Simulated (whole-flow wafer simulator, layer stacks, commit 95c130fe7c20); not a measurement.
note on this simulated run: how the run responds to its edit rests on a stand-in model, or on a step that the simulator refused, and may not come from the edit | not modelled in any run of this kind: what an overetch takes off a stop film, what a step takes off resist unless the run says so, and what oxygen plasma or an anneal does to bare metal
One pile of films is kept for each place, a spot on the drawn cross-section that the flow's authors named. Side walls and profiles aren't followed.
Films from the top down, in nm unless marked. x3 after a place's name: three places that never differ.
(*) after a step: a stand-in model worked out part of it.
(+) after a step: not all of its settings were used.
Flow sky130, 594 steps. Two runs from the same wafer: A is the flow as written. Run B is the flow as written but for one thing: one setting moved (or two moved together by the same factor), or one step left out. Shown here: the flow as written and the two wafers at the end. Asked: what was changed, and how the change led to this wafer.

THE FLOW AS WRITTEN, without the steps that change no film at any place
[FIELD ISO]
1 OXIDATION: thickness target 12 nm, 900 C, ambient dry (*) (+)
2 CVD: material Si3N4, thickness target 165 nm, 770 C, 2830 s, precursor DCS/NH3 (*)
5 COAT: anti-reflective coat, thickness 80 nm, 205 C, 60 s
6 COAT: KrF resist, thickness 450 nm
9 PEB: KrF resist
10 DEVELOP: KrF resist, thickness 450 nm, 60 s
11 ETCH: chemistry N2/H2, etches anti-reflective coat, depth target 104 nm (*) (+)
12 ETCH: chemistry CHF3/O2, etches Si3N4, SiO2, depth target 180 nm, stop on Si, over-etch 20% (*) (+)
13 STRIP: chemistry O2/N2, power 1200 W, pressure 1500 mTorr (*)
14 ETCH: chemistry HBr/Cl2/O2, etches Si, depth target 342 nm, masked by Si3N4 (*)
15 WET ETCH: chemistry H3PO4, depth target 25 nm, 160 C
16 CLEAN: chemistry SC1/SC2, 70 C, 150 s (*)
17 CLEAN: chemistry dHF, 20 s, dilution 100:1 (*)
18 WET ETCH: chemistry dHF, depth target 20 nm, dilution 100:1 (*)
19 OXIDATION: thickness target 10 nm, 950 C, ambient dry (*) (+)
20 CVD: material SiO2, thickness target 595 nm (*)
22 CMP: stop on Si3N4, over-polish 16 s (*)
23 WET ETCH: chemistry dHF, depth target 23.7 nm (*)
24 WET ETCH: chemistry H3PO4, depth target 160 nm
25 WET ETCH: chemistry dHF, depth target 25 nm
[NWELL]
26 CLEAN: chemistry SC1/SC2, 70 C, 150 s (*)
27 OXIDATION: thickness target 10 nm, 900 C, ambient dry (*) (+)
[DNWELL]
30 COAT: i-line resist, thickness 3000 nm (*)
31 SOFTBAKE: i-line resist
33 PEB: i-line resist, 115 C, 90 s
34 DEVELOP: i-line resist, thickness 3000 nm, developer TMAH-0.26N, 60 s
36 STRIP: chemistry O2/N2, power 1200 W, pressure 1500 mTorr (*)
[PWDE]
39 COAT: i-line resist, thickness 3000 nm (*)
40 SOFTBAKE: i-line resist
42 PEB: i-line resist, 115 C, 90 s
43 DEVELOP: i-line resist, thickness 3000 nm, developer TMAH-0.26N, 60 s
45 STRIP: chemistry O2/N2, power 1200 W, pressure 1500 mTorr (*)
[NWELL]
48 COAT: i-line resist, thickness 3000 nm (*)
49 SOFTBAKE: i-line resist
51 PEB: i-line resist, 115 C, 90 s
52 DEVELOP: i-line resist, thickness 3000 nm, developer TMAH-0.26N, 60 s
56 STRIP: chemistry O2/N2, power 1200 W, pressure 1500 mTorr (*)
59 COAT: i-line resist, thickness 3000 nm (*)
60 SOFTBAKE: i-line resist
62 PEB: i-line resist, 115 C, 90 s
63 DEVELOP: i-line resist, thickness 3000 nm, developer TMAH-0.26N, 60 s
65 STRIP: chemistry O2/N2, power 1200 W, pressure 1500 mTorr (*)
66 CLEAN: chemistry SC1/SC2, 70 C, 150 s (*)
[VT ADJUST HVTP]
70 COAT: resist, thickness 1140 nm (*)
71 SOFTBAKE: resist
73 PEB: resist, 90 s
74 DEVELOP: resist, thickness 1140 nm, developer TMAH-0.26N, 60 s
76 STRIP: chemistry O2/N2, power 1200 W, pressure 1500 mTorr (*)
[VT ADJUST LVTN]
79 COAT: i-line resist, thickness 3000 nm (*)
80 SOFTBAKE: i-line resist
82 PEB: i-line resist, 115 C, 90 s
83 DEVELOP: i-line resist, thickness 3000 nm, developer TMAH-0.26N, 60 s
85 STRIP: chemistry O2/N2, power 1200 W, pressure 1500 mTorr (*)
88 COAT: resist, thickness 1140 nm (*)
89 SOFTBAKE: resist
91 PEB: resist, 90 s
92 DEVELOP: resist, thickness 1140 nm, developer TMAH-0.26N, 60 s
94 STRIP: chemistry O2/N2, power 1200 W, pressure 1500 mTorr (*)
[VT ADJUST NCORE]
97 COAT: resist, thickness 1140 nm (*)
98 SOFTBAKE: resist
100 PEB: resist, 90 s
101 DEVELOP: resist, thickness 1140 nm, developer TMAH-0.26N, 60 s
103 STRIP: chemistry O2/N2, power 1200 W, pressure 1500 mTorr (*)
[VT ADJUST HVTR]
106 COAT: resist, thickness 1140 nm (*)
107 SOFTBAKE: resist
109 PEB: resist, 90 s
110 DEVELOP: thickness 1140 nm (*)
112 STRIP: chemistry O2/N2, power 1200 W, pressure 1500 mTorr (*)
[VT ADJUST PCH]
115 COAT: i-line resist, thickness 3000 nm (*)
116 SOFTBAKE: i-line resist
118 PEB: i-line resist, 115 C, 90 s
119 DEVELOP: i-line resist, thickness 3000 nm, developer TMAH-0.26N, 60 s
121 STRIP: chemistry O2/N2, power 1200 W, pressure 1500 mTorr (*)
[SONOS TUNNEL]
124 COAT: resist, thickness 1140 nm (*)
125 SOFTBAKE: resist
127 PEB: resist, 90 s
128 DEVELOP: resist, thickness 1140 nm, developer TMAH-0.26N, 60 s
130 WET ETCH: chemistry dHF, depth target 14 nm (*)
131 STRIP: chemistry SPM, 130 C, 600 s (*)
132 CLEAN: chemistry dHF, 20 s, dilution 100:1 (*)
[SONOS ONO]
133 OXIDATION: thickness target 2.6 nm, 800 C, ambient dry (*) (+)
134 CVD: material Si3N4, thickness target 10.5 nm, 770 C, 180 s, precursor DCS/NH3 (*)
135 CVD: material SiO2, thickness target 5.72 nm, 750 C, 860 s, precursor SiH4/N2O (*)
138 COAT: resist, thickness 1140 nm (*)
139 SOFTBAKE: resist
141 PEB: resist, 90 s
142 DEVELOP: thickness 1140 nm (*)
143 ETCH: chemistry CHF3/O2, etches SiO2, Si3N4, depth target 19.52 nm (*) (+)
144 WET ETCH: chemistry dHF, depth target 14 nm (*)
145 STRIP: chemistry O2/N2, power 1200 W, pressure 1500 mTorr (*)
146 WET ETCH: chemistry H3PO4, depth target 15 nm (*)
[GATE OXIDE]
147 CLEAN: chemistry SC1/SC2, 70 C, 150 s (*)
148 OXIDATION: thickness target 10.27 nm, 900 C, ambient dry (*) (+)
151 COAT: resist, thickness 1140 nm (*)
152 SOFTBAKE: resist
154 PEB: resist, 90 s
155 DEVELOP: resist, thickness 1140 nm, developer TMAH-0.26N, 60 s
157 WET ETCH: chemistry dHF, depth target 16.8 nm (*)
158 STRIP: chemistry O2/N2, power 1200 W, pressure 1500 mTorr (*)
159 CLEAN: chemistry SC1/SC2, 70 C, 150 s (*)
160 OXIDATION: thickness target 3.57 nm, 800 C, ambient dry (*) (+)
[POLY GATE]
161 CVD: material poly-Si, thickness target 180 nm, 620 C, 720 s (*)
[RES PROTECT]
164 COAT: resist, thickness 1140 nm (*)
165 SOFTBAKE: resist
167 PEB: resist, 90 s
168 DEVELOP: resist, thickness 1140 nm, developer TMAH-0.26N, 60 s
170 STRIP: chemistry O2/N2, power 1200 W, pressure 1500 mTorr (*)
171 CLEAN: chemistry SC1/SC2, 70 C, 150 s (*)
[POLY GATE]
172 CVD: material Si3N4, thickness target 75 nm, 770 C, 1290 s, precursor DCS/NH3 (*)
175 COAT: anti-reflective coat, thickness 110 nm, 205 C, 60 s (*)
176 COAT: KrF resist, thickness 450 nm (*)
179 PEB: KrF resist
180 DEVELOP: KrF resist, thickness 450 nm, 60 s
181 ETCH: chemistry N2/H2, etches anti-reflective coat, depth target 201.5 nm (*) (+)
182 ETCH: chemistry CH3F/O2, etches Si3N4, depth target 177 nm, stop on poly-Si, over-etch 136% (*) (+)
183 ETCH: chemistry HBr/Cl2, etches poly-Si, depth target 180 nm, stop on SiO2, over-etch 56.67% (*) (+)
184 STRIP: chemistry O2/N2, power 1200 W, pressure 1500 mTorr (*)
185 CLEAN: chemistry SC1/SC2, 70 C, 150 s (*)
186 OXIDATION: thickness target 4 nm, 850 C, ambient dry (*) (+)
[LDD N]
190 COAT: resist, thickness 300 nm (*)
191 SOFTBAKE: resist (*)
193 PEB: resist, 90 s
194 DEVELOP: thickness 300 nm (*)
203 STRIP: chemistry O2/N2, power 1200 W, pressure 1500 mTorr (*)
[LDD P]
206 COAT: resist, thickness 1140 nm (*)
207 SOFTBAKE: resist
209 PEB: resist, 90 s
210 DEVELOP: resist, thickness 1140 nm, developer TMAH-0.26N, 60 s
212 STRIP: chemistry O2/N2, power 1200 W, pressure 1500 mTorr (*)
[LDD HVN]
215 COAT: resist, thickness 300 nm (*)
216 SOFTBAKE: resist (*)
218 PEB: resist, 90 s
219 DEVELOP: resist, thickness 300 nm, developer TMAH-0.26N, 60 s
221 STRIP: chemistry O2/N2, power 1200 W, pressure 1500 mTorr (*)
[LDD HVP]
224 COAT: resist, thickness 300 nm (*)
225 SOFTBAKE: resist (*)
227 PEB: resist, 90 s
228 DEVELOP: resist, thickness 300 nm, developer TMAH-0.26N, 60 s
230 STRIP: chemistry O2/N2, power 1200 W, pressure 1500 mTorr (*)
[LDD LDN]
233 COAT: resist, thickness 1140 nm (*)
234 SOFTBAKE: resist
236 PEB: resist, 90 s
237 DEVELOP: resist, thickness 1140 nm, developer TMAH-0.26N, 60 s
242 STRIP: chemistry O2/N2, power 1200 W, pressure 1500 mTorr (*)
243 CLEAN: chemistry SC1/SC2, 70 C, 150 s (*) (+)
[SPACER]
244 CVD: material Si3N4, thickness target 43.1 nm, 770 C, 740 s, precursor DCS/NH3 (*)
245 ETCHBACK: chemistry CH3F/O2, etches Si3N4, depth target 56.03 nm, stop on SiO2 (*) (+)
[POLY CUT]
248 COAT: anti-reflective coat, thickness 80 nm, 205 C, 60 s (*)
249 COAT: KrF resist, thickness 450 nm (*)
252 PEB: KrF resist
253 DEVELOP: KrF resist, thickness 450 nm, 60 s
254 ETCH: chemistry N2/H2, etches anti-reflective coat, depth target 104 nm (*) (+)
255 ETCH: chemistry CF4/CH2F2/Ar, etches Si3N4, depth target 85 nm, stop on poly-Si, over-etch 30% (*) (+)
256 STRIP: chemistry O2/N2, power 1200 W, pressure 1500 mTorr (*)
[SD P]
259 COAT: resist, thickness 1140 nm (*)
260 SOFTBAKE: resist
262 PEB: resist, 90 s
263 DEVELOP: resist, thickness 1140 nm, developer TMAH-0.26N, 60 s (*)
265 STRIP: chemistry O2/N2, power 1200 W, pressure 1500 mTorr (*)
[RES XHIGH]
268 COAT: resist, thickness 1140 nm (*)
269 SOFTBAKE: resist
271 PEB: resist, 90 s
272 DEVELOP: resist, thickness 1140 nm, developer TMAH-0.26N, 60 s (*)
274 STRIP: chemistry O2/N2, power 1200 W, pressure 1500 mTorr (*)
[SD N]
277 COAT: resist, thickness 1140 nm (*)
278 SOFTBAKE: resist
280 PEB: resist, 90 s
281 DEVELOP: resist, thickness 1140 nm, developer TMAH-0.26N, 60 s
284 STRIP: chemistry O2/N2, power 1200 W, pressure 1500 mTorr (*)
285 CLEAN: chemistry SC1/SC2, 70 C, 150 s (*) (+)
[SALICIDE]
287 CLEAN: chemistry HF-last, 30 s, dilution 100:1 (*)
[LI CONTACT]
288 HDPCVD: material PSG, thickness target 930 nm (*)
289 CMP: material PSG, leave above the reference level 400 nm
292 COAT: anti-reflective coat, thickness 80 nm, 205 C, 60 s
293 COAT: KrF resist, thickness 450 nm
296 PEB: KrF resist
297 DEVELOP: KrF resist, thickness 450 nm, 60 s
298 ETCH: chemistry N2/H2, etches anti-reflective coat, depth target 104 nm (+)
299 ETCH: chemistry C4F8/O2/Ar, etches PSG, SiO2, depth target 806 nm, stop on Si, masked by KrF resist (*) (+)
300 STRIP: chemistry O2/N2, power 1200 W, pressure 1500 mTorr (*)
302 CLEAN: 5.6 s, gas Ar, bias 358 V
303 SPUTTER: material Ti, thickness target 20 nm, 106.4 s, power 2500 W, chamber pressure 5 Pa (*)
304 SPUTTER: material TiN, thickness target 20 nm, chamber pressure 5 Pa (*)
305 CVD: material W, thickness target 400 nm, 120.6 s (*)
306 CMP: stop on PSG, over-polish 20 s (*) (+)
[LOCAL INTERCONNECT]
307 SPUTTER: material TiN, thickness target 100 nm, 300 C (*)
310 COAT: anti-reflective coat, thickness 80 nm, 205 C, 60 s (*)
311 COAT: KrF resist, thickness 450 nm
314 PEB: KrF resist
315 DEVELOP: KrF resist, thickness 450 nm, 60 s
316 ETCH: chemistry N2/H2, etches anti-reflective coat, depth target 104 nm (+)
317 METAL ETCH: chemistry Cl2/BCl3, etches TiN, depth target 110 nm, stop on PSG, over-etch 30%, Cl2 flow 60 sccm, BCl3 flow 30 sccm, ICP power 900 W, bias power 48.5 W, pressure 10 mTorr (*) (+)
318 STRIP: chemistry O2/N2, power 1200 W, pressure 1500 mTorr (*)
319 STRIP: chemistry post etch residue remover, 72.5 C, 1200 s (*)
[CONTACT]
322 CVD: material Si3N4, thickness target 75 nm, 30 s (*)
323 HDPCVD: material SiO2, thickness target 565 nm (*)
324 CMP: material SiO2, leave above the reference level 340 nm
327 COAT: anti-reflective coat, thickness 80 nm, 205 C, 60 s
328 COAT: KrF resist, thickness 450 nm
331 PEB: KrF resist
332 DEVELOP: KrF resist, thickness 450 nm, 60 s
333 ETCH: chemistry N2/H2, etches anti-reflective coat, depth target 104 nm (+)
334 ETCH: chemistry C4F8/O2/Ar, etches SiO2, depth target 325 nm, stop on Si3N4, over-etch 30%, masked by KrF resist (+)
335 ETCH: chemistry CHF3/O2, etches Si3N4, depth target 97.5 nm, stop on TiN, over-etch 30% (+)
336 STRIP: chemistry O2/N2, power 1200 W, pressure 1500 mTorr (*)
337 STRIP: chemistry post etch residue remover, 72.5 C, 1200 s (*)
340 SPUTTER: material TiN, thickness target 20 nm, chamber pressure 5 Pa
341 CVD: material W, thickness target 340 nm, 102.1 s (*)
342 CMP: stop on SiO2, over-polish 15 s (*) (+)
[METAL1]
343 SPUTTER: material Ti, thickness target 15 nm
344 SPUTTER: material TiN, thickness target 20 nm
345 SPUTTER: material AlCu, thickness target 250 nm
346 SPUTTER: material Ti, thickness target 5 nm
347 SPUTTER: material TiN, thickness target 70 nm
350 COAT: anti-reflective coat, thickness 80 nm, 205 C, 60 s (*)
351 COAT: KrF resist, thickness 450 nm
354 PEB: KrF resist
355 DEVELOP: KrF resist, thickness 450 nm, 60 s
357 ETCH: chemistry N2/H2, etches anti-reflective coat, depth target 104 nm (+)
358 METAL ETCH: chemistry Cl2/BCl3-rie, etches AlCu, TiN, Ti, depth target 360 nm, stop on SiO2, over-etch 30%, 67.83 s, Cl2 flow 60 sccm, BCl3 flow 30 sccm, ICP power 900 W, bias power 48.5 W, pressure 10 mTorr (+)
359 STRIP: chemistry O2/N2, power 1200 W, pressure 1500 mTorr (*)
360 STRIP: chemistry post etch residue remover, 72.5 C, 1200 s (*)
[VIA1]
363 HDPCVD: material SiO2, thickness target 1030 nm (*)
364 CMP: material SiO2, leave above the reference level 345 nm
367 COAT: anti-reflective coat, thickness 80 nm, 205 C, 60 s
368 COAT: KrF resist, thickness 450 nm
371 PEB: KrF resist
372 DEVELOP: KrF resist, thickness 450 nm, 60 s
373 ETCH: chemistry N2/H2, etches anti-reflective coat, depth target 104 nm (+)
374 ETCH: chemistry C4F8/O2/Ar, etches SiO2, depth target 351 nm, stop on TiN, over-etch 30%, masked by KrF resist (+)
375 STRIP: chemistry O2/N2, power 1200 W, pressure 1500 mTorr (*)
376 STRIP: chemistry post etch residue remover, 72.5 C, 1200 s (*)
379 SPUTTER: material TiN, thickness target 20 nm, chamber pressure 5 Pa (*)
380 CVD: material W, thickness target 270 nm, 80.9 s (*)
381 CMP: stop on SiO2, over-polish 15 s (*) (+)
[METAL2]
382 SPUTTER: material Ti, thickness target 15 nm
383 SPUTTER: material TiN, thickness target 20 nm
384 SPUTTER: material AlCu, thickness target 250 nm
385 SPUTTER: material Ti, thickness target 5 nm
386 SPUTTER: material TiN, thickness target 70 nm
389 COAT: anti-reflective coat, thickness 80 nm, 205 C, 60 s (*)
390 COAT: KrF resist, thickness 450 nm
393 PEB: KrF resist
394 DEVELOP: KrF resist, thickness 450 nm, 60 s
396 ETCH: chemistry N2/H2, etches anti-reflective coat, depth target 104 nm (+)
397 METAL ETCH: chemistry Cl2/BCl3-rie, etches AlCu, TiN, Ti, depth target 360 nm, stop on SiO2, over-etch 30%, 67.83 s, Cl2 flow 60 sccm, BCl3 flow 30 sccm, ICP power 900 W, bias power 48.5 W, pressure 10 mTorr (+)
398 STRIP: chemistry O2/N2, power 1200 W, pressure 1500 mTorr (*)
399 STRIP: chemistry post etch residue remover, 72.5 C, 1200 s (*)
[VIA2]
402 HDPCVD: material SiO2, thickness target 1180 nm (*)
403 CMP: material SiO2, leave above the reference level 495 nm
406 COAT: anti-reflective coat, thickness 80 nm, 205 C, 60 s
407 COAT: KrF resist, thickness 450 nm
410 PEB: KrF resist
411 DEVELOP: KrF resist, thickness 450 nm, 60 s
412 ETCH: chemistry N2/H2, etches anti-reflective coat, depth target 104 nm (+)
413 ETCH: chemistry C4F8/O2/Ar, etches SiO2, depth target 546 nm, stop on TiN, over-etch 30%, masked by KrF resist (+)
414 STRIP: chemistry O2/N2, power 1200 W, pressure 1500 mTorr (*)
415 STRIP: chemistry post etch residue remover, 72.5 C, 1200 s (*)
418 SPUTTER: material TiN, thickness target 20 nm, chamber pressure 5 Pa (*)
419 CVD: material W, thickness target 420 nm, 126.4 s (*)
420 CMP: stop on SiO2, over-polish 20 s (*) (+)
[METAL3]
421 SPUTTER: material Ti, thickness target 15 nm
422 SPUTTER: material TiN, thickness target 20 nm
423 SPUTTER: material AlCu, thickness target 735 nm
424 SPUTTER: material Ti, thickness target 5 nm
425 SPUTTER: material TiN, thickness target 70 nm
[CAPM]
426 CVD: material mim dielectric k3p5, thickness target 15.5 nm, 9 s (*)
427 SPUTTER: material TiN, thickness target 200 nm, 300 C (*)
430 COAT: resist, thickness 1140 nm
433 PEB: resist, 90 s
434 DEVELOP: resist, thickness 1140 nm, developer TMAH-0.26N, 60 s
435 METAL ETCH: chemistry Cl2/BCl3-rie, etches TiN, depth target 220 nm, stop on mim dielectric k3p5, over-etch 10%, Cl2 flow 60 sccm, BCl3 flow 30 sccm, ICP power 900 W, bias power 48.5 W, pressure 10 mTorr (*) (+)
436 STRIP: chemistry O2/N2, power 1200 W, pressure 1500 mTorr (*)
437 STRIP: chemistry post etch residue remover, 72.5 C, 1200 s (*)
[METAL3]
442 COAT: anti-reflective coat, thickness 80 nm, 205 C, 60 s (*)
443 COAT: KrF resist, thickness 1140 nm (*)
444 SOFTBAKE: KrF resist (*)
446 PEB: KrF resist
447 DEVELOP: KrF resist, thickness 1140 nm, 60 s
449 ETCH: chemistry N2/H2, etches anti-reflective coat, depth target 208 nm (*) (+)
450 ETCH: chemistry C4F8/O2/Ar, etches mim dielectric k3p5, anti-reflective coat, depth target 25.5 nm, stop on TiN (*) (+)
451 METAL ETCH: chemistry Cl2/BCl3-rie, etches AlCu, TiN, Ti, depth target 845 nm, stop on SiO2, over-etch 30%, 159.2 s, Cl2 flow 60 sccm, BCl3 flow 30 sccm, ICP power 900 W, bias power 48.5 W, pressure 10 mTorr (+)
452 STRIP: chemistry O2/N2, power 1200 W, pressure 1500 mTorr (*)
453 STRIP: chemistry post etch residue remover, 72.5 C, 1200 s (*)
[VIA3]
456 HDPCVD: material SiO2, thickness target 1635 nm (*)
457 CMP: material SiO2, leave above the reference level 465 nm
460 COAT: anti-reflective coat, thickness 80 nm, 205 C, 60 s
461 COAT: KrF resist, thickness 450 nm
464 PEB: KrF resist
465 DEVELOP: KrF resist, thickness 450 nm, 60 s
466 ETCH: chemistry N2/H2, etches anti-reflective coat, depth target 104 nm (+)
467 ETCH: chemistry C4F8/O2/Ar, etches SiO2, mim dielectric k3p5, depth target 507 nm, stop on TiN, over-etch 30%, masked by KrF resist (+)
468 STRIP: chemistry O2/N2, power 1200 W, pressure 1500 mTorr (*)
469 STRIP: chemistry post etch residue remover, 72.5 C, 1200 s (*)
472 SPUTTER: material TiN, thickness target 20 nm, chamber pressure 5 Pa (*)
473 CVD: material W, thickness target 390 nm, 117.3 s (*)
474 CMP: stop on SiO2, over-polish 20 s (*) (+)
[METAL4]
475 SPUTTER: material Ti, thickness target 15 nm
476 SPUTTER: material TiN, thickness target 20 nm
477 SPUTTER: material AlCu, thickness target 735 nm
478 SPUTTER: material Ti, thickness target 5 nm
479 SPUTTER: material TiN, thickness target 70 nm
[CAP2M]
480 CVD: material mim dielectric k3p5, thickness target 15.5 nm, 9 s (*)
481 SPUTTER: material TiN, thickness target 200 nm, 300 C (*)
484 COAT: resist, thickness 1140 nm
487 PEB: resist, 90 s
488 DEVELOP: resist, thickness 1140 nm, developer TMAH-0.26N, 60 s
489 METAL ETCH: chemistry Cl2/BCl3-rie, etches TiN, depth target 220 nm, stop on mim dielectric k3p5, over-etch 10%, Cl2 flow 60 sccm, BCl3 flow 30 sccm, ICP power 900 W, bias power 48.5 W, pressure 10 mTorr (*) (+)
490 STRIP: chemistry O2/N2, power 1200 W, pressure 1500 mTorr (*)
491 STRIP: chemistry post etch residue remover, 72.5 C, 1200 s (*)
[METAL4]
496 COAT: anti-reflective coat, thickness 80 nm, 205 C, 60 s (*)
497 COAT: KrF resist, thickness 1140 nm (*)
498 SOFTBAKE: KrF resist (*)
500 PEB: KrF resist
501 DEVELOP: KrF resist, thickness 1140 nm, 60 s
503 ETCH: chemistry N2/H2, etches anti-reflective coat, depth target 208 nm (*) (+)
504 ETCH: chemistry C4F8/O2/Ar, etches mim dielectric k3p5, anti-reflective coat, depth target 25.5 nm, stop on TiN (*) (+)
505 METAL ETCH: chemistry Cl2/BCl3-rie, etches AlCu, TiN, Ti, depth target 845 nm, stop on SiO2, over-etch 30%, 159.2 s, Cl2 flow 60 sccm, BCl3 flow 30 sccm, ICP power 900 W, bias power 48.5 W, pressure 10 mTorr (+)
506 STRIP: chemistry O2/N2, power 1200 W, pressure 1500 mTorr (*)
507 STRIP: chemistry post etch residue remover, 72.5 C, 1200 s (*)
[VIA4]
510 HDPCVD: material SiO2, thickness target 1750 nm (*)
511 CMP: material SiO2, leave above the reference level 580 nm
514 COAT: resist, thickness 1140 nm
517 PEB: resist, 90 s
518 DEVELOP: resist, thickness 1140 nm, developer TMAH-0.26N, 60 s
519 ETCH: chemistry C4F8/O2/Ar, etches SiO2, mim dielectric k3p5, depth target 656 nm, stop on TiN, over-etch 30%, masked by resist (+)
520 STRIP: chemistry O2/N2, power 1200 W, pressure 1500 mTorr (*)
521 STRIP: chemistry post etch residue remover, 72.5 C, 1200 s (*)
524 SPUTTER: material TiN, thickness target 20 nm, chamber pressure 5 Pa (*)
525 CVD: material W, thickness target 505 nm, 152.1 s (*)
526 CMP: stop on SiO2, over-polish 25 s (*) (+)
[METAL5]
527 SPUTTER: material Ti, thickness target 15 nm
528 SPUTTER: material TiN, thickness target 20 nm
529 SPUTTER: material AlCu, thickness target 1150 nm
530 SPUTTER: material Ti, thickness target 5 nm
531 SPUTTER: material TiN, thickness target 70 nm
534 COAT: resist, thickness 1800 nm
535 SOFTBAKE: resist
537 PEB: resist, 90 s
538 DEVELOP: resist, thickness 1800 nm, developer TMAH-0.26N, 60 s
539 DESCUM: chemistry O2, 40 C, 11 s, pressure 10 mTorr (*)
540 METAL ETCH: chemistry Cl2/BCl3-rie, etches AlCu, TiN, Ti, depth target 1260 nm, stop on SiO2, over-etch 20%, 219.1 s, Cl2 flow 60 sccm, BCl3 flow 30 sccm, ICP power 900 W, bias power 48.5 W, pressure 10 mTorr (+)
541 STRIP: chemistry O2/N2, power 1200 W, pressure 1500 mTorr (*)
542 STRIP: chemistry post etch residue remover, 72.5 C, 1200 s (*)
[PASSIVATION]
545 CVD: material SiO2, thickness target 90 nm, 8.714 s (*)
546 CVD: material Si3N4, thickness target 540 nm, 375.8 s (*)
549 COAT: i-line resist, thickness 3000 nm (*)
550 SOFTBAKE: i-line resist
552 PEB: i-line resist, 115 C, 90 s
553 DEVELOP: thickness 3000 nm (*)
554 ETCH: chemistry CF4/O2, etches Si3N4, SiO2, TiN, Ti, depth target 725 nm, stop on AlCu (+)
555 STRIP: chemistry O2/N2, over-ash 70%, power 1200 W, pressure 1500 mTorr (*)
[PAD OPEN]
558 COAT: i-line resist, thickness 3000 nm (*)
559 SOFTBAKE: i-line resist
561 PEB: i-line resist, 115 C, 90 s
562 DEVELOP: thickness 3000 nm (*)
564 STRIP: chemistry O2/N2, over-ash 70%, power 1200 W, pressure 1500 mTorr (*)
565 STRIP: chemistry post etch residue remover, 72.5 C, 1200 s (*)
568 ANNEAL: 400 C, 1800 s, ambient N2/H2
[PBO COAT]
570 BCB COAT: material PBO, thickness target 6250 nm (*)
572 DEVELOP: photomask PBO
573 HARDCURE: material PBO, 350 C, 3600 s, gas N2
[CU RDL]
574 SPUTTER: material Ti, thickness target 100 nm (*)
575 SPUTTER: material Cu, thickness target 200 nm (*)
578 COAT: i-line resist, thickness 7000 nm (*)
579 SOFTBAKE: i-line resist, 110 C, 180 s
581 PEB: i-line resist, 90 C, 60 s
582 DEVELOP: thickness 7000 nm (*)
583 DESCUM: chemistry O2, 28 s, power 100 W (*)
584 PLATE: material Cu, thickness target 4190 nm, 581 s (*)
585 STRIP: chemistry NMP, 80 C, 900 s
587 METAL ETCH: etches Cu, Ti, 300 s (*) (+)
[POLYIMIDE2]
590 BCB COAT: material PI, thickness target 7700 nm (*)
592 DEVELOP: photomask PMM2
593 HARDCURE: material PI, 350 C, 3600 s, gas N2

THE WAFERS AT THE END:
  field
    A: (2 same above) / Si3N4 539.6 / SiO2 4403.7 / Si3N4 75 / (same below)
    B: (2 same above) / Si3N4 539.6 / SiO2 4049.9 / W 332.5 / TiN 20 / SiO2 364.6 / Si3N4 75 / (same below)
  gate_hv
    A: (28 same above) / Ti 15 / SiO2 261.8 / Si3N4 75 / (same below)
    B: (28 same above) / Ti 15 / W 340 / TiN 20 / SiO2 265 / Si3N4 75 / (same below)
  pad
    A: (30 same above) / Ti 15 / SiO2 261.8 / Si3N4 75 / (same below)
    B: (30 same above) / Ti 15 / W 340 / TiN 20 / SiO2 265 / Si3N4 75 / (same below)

The cause: step 342, CMP: stop on SiO2, over-polish 15 s (*) (+), was left out.

How the change led to this, step by step:
  350 COAT: anti-reflective coat, thickness 80 nm, 205 C, 60 s (*)
      poly_licon: A anti-reflective coat +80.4 (new film) | B anti-reflective coat +421 (new film)
  358 METAL ETCH: chemistry Cl2/BCl3-rie, etches AlCu, TiN, Ti, depth target 360 nm, stop on SiO2, over-etch 30%, 67.83 s, Cl2 flow 60 sccm, BCl3 flow 30 sccm, ICP power 900 W, bias power 48.5 W, pressure 10 mTorr (+)
      field, active, gate and 81 more: A TiN -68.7 (all of it), Ti -5 (all of it), AlCu -250 (all of it), TiN -20 (all of it), Ti -15 (all of it), SiO2 -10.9 | B TiN -68.7 (all of it), Ti -5 (all of it), AlCu -250 (all of it), TiN -20 (all of it), Ti -15 (all of it), W -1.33
  359 STRIP: chemistry O2/N2, power 1200 W, pressure 1500 mTorr (*)
      poly_licon: A KrF resist -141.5 (all of it), anti-reflective coat -80.4 (all of it) | B KrF resist -141.4 (all of it), anti-reflective coat -421 (all of it)
  360 STRIP: chemistry post etch residue remover, 72.5 C, 1200 s (*)
      field, active, gate and 81 more: A nothing | B W -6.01
  363 HDPCVD: material SiO2, thickness target 1030 nm (*)
      field, active, gate and 81 more: A SiO2 +1030 | B SiO2 +1030 (new film)
  364 CMP: material SiO2, leave above the reference level 345 nm
      poly_licon: A SiO2 -759 | B SiO2 -418.6
Counting metal films that touch as one body, field has 1 body; the flow as written gives 0 bodies.
